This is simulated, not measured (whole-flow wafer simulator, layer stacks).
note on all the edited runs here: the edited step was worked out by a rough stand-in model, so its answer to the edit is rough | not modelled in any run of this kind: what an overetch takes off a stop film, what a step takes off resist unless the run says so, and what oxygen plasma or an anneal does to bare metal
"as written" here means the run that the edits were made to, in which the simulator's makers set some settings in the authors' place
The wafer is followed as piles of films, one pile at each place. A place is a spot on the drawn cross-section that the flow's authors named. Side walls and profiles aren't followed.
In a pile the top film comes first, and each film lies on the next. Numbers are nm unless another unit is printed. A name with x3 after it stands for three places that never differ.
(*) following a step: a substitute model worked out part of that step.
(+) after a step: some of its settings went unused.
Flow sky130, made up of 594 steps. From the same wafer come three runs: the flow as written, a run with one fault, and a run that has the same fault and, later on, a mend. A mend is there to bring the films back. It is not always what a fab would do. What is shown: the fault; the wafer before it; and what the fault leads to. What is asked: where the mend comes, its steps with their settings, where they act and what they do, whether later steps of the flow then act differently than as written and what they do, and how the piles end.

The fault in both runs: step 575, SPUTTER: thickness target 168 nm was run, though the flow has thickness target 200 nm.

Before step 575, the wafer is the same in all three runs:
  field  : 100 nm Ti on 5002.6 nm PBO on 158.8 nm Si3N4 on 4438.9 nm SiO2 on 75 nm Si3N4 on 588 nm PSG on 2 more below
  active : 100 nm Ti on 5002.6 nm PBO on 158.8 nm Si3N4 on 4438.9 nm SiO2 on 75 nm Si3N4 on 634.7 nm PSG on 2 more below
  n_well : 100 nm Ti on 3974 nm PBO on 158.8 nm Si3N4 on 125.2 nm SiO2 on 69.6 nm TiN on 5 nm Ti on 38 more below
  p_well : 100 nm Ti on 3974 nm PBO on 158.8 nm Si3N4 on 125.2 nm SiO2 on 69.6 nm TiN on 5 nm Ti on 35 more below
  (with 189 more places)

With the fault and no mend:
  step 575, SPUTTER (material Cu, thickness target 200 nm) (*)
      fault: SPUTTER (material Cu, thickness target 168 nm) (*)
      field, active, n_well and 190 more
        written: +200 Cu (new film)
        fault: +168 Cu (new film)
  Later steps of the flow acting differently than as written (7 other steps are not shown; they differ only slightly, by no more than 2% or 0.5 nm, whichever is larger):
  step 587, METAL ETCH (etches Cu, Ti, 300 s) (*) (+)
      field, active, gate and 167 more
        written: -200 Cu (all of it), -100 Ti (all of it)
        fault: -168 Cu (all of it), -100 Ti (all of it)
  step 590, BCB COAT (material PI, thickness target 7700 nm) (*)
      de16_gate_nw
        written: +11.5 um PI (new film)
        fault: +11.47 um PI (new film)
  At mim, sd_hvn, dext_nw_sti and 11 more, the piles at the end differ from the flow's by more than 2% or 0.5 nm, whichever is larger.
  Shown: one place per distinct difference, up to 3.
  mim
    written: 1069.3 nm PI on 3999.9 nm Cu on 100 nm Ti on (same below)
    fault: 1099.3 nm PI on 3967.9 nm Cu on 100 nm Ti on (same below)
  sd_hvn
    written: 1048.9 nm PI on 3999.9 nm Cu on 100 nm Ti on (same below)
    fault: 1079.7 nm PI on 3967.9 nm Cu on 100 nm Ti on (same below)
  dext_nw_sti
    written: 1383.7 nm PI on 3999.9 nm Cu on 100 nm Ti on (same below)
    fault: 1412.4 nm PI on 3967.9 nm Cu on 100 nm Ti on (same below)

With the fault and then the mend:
  After step 575 comes the mend.
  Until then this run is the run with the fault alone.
  step 575a, SPUTTER (material Cu, thickness target 32 nm) (*) (the flow's step 575, run once more with other settings)
      field, active, n_well and 190 more
        +32 Cu
  Every later step of the flow that is run acts as written at every place that is followed.
  The piles end the same as the flow's at every place that both follow.
